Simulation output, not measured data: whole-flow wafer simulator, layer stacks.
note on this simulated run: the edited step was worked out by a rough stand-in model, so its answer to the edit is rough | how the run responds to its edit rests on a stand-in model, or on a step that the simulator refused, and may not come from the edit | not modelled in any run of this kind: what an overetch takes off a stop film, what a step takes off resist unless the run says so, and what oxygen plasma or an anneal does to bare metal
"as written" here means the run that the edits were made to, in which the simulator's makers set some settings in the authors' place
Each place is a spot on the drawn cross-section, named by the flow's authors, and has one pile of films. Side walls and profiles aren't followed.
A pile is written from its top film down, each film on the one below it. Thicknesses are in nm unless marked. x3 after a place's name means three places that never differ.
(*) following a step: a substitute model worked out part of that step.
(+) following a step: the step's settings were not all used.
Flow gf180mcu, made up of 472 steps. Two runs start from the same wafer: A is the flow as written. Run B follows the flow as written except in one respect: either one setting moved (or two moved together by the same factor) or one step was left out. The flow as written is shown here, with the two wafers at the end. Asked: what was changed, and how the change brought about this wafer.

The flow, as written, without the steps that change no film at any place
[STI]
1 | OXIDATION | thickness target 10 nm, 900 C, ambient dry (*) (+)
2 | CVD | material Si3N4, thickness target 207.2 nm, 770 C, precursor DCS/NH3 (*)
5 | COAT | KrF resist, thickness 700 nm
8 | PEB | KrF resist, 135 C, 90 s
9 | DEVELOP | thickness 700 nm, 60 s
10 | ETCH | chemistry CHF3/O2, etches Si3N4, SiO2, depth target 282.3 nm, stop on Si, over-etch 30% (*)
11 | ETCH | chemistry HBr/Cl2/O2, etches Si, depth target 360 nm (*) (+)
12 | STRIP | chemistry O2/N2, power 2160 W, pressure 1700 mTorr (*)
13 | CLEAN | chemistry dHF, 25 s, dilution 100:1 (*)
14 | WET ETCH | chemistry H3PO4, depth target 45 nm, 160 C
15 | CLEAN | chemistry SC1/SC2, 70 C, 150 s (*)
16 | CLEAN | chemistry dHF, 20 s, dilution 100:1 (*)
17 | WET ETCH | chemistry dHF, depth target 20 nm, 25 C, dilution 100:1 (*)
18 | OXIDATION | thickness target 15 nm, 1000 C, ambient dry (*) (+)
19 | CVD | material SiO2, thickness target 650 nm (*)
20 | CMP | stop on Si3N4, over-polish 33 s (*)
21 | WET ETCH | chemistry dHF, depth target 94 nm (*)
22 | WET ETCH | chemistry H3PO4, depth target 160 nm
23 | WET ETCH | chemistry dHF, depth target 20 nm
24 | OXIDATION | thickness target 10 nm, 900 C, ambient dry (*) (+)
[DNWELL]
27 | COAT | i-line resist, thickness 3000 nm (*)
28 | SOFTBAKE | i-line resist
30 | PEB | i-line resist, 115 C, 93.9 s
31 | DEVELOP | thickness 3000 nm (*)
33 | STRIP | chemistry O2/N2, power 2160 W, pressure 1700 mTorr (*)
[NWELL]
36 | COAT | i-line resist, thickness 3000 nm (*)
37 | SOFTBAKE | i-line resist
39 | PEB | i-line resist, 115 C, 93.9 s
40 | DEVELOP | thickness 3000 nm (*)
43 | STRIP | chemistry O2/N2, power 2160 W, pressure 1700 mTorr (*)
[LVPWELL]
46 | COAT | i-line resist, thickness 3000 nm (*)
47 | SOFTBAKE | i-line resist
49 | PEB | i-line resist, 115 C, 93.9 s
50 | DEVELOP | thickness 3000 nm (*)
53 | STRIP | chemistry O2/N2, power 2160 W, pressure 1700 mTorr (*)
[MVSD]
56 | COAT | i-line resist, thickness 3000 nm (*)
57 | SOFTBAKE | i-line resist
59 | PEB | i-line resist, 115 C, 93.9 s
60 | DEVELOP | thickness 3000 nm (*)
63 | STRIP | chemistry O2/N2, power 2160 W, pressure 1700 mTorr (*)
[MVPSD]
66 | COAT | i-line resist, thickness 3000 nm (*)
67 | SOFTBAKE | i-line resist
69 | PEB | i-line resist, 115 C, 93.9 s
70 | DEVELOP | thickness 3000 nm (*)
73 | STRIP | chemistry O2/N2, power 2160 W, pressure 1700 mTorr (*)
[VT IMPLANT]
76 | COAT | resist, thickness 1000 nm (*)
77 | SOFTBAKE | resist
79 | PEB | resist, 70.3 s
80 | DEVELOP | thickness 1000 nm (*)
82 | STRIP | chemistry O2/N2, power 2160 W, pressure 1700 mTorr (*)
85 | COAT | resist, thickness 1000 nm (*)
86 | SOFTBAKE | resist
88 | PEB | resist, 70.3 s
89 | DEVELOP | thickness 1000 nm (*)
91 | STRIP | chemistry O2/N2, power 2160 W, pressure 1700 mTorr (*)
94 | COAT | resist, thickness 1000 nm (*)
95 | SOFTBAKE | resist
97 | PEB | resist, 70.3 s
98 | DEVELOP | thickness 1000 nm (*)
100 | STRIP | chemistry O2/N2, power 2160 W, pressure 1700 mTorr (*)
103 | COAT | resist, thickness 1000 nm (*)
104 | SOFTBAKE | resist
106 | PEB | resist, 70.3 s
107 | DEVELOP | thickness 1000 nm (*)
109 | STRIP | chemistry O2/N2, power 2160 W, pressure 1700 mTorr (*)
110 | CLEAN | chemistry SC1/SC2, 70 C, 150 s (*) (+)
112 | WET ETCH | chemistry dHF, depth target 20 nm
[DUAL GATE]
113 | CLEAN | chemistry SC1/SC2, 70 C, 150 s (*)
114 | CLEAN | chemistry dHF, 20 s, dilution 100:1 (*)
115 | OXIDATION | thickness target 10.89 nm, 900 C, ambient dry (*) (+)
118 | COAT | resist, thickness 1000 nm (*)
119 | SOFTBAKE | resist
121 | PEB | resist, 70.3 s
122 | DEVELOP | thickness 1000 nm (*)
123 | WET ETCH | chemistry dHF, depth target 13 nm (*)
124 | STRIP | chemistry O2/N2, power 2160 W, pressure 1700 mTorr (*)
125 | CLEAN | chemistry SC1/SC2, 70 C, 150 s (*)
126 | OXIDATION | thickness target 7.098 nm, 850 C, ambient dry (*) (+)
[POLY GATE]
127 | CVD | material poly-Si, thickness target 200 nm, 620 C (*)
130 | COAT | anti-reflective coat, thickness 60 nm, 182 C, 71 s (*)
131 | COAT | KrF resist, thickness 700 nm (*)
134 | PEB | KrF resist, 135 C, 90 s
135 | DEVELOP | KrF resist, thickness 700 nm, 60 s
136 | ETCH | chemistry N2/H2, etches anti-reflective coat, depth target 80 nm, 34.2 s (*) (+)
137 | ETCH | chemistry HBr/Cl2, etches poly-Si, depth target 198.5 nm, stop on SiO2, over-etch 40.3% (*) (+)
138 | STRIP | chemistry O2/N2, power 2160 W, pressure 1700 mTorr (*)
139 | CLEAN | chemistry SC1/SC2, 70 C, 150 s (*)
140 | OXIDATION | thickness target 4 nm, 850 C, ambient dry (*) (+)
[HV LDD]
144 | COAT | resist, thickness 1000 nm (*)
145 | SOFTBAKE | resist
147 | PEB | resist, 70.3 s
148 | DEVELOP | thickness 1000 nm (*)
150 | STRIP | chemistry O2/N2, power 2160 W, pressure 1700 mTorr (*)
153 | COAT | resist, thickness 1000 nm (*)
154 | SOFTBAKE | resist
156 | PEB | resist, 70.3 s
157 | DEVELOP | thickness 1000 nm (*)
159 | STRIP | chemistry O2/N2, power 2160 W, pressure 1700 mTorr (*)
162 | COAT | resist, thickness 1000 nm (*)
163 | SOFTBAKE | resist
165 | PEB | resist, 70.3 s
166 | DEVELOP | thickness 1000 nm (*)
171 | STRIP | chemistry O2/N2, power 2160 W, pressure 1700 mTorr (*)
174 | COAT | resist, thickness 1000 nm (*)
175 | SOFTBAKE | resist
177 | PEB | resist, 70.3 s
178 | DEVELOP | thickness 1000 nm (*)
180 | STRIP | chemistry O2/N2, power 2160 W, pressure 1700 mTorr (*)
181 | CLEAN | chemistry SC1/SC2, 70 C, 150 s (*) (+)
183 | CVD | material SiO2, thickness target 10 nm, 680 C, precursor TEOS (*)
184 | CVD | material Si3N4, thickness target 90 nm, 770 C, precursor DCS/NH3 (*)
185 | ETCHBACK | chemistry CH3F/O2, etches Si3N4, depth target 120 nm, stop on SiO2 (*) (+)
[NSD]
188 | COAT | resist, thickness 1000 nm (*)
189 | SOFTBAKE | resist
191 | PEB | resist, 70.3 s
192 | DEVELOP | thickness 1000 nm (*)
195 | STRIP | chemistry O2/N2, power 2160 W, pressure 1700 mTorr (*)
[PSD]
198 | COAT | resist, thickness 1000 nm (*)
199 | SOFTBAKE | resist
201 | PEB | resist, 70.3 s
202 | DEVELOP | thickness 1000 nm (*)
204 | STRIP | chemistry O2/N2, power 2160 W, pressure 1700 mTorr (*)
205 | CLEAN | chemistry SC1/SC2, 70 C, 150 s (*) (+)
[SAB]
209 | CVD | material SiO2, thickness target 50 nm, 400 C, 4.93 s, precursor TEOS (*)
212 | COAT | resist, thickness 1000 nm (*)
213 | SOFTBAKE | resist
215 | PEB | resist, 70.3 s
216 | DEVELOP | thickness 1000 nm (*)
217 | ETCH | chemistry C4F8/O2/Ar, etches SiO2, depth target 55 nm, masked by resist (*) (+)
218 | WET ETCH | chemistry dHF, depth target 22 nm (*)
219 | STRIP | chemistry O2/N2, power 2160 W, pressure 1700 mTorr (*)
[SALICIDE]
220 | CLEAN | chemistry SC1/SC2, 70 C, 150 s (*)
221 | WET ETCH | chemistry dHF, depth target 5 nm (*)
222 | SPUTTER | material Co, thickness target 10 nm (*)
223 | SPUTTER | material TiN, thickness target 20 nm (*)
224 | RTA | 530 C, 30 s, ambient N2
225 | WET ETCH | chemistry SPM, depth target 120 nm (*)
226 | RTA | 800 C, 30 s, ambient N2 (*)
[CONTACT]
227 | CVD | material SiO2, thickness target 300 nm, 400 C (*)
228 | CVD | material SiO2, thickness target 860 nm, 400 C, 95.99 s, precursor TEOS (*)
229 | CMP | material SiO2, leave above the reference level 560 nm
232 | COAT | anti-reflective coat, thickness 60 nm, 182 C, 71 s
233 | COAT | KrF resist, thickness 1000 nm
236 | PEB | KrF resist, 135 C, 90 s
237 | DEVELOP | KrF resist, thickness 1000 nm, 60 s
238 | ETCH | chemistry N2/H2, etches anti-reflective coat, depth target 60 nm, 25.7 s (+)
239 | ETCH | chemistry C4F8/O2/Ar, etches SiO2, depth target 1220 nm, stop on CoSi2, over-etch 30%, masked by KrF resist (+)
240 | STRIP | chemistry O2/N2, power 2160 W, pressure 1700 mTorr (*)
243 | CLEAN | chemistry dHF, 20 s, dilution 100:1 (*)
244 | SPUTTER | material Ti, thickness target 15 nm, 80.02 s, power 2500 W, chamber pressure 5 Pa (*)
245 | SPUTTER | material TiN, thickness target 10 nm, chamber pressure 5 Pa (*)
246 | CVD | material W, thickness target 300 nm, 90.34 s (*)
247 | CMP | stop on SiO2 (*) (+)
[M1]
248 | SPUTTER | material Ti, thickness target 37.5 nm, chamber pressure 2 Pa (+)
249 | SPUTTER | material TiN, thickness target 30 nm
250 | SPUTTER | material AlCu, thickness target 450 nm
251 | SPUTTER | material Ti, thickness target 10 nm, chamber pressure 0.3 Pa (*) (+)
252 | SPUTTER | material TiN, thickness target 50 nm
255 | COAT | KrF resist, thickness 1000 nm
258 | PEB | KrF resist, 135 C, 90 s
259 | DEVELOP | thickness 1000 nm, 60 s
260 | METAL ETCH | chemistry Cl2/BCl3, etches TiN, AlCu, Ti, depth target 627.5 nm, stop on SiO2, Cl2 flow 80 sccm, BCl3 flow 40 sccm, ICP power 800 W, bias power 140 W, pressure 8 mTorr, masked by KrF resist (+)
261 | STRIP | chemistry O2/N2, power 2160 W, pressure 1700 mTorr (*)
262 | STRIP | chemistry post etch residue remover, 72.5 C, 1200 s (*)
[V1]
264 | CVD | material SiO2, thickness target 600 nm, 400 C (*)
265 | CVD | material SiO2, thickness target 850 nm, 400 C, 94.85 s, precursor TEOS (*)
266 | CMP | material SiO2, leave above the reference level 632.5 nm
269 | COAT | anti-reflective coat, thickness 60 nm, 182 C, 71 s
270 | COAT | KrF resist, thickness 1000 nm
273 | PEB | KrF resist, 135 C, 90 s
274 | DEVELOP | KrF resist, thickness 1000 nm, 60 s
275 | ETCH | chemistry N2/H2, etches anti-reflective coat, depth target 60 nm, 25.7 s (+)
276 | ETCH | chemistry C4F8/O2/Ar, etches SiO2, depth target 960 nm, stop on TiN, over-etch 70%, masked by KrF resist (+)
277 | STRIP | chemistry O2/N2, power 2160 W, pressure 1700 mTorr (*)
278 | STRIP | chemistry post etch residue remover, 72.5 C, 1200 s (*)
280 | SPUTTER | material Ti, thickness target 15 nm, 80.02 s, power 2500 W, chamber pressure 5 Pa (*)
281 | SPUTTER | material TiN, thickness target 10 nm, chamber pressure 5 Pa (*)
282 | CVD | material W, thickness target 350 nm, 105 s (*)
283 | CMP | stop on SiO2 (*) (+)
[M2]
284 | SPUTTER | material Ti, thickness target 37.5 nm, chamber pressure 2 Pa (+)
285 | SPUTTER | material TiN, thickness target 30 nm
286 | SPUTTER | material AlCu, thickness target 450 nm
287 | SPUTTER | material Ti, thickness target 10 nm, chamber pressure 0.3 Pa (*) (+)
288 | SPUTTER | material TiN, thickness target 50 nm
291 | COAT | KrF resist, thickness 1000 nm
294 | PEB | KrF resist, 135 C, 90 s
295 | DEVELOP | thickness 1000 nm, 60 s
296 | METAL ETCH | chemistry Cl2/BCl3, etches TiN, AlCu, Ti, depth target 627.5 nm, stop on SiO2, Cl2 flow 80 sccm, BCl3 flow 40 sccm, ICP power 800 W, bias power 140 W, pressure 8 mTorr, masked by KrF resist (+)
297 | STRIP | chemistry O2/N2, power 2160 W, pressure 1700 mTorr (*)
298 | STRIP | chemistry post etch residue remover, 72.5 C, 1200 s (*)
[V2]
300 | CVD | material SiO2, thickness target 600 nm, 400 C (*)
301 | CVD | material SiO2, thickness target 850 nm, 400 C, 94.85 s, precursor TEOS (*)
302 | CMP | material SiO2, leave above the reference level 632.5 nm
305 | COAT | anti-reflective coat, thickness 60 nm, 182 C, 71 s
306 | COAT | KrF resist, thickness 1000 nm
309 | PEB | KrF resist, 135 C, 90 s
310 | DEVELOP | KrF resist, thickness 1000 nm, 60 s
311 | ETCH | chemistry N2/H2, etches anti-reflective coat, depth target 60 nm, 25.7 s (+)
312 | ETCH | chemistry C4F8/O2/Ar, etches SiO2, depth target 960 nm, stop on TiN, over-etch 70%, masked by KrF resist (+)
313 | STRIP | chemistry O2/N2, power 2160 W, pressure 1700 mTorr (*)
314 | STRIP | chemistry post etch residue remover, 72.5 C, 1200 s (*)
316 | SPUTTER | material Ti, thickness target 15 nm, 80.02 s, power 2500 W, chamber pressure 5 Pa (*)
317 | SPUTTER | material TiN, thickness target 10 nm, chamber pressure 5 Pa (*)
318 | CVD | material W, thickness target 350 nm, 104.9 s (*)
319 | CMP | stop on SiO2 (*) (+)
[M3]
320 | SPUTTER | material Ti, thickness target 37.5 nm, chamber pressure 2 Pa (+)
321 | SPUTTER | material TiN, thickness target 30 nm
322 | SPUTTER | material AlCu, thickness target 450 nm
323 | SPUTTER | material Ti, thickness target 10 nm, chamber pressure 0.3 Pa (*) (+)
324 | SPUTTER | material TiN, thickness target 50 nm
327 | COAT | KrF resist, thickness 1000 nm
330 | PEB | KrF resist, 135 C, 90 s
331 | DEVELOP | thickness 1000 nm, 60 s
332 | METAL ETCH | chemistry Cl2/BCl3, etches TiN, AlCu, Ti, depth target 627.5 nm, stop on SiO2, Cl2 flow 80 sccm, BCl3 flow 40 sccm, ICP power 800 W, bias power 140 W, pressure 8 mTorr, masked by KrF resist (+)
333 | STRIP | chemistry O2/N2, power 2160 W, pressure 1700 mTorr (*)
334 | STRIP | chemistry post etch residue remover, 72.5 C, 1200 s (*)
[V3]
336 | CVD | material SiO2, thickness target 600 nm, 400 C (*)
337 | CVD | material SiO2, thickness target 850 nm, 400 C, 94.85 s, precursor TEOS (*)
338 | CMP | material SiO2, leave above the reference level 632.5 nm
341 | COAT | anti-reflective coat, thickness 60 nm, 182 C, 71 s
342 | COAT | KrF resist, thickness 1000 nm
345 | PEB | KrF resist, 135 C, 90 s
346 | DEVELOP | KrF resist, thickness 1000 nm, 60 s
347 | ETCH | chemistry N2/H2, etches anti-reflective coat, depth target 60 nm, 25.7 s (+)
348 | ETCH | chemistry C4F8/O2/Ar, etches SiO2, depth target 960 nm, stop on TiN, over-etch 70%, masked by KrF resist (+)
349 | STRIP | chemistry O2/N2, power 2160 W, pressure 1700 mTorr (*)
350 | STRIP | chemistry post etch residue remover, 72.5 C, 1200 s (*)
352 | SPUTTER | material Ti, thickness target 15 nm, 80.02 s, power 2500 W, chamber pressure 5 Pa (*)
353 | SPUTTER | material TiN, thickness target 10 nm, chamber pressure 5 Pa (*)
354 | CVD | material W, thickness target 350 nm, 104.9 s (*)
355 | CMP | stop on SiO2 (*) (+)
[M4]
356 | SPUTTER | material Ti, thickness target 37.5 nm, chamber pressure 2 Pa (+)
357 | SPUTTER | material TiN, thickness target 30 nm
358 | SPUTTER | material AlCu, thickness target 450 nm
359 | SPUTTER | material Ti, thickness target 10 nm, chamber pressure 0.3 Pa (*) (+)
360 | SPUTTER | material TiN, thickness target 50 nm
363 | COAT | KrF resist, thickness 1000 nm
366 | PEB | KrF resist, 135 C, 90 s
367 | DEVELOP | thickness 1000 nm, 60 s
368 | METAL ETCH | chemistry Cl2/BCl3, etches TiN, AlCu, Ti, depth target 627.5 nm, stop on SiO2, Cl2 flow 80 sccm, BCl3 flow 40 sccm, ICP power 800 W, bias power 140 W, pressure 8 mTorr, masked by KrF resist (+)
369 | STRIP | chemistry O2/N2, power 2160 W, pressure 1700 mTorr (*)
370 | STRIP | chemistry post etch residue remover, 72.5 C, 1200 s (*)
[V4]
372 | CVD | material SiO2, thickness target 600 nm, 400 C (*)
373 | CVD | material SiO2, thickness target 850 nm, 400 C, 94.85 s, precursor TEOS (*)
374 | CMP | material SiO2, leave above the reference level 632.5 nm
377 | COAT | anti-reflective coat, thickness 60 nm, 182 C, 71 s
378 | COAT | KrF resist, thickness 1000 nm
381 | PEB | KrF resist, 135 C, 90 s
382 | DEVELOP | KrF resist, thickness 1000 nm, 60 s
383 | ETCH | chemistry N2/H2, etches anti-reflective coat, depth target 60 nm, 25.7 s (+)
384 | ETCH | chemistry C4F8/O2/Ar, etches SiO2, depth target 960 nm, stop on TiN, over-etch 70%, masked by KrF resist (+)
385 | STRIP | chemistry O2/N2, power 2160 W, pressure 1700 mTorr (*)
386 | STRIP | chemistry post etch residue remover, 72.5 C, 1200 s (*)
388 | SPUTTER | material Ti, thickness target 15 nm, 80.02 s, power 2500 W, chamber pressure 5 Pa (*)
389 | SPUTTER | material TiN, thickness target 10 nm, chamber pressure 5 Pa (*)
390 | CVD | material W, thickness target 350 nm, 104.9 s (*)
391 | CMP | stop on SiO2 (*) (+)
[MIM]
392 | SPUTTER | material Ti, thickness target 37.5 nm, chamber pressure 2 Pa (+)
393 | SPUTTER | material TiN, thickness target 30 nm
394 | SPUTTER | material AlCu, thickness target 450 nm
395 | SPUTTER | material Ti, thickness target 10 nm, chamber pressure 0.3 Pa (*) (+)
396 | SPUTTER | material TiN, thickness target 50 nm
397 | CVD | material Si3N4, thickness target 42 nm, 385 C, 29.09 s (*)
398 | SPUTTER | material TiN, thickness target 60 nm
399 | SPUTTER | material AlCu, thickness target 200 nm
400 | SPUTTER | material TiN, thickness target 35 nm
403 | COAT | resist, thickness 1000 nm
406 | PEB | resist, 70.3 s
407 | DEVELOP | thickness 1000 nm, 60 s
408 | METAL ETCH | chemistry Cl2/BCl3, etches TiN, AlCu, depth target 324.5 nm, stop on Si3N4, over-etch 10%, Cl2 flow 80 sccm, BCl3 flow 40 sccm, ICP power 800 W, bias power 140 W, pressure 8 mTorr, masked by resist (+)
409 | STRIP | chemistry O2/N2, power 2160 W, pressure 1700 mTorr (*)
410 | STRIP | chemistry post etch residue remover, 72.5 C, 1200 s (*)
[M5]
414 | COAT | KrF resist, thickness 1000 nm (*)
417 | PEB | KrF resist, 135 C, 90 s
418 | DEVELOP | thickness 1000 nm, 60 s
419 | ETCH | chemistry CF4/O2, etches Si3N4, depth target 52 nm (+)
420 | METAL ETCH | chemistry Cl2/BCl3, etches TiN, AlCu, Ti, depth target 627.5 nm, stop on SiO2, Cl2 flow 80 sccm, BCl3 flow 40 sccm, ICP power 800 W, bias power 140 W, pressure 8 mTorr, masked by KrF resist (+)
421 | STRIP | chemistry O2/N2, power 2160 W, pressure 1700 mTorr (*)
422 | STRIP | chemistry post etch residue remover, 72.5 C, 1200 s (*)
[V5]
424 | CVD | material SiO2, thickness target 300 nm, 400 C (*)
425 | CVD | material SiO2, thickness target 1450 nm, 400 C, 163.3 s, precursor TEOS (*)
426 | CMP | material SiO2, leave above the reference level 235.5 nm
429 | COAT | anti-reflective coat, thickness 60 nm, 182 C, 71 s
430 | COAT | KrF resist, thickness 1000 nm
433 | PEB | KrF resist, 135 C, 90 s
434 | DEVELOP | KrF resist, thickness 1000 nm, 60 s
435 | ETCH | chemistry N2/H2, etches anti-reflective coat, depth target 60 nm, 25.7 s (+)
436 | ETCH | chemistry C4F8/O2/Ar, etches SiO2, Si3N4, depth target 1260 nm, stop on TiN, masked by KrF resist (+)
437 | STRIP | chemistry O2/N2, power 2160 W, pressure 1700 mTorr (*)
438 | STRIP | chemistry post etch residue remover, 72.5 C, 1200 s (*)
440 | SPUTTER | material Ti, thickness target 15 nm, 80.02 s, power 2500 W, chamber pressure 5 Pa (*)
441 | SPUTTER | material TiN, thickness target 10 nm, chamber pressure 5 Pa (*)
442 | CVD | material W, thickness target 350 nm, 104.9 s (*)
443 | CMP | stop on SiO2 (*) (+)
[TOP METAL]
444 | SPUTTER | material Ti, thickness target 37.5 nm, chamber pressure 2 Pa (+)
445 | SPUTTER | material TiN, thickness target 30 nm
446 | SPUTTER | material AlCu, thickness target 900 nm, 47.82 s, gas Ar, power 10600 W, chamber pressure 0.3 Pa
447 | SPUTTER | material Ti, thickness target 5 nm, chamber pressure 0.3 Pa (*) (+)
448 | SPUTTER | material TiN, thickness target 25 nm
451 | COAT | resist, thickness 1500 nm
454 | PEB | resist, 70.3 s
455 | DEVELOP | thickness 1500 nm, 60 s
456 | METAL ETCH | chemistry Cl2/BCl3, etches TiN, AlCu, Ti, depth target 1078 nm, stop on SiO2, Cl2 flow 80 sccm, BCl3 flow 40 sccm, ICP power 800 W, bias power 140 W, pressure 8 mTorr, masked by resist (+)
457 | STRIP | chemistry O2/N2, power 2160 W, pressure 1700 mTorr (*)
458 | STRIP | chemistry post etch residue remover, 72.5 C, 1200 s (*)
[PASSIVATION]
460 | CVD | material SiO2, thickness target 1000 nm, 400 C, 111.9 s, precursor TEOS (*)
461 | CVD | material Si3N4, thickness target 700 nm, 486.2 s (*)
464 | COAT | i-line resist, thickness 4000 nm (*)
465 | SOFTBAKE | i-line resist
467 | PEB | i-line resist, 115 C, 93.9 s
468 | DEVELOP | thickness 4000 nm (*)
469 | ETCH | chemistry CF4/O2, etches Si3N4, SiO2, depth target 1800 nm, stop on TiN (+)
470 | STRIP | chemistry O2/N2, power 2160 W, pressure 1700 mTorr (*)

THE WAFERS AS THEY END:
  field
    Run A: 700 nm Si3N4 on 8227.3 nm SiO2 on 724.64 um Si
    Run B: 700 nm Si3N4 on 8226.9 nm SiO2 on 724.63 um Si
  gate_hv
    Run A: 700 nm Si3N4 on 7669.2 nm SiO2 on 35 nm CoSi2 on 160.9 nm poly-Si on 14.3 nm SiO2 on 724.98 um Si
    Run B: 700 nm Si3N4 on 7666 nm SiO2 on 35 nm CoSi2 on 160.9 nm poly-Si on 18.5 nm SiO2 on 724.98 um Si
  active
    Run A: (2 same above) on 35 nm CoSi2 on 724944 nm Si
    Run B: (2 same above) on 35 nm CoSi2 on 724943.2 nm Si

The reason: step 115, OXIDATION: thickness target 15.57 nm was run, whereas the flow has thickness target 10.89 nm.

Step by step, how the change led to this:
  115 | OXIDATION | thickness target 10.89 nm, 900 C, ambient dry (*) (+)
      active, n_well, p_well and 40 more: A SiO2 gains 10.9 (new film), Si loses 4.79 | B SiO2 gains 15.6 (new film), Si loses 6.85
      sti, mim_1p0, pad and 21 more: A SiO2 gains 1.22, Si loses 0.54 | B SiO2 gains 2.15, Si loses 0.95
      (as well as at 25 more places)
  123 | WET ETCH | chemistry dHF, depth target 13 nm (*)
      active, n_well, p_well and 12 more: A SiO2 loses 10.9 (all of it) | B SiO2 loses 13
  124 | STRIP | chemistry O2/N2, power 2160 W, pressure 1700 mTorr (*)
      active, n_well, p_well and 12 more: A chemical SiO2 gains 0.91 (new film), Si loses 0.4 | B nothing
  126 | OXIDATION | thickness target 7.098 nm, 850 C, ambient dry (*) (+)
      active, n_well, p_well and 12 more: A SiO2 gains 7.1 (new film), chemical SiO2 loses 0.76 (all of it), Si loses 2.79 | B SiO2 gains 4.87, Si loses 2.14
  130 | COAT | anti-reflective coat, thickness 60 nm, 182 C, 71 s (*)
      p_well, spacer, sd_n: A anti-reflective coat gains 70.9 (new film) | B anti-reflective coat gains 72.7 (new film)
      ld_fp_p: A anti-reflective coat gains 47.8 (new film) | B anti-reflective coat gains 48.9 (new film)
      (as well as at 5 more places)
  136 | ETCH | chemistry N2/H2, etches anti-reflective coat, depth target 80 nm, 34.2 s (*) (+)
      p_well, spacer, sd_n: A anti-reflective coat loses 70.9 (all of it), poly-Si loses 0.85 | B anti-reflective coat loses 72.7 (all of it), poly-Si loses 0.8
      ld_drift_p: A anti-reflective coat loses 47.8 (all of it), poly-Si loses 1.44 | B anti-reflective coat loses 48.8 (all of it), poly-Si loses 1.41
      (as well as at 2 more places)
  138 | STRIP | chemistry O2/N2, power 2160 W, pressure 1700 mTorr (*)
      ld_fp_p: A chemical SiO2 gains 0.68 (new film), KrF resist loses 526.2 (all of it), anti-reflective coat loses 47.8 (all of it), poly-Si loses 0.3 | B chemical SiO2 gains 0.68 (new film), KrF resist loses 526 (all of it), anti-reflective coat loses 48.9 (all of it), poly-Si loses 0.3
      ldn_fp: A chemical SiO2 gains 0.68 (new film), KrF resist loses 530.2 (all of it), anti-reflective coat loses 48.5 (all of it), poly-Si loses 0.3 | B chemical SiO2 gains 0.68 (new film), KrF resist loses 530 (all of it), anti-reflective coat loses 49.6 (all of it), poly-Si loses 0.3
      (as well as at 1 more place)
  189 | SOFTBAKE | resist
      field__w9: A resist gains 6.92 | B resist loses 3.08
      active_nat: A resist gains 5.49 | B resist gains 9.33
  199 | SOFTBAKE | resist
      field__w9: A resist gains 6.92 | B resist loses 3.08
      active_nat: A resist gains 5.49 | B resist gains 9.33
  218 | WET ETCH | chemistry dHF, depth target 22 nm (*)
      ldn_tap, ldn_src, ldn_drn, ldp_tap, ldp_src, ldp_drn, ldp_gr: A SiO2 loses 16 (all of it) | B SiO2 loses 20.1 (all of it)
      ld_drn_n, ld_sd_p: A SiO2 loses 14.8 (all of it) | B SiO2 loses 18.9 (all of it)
      (as well as at 5 more places)
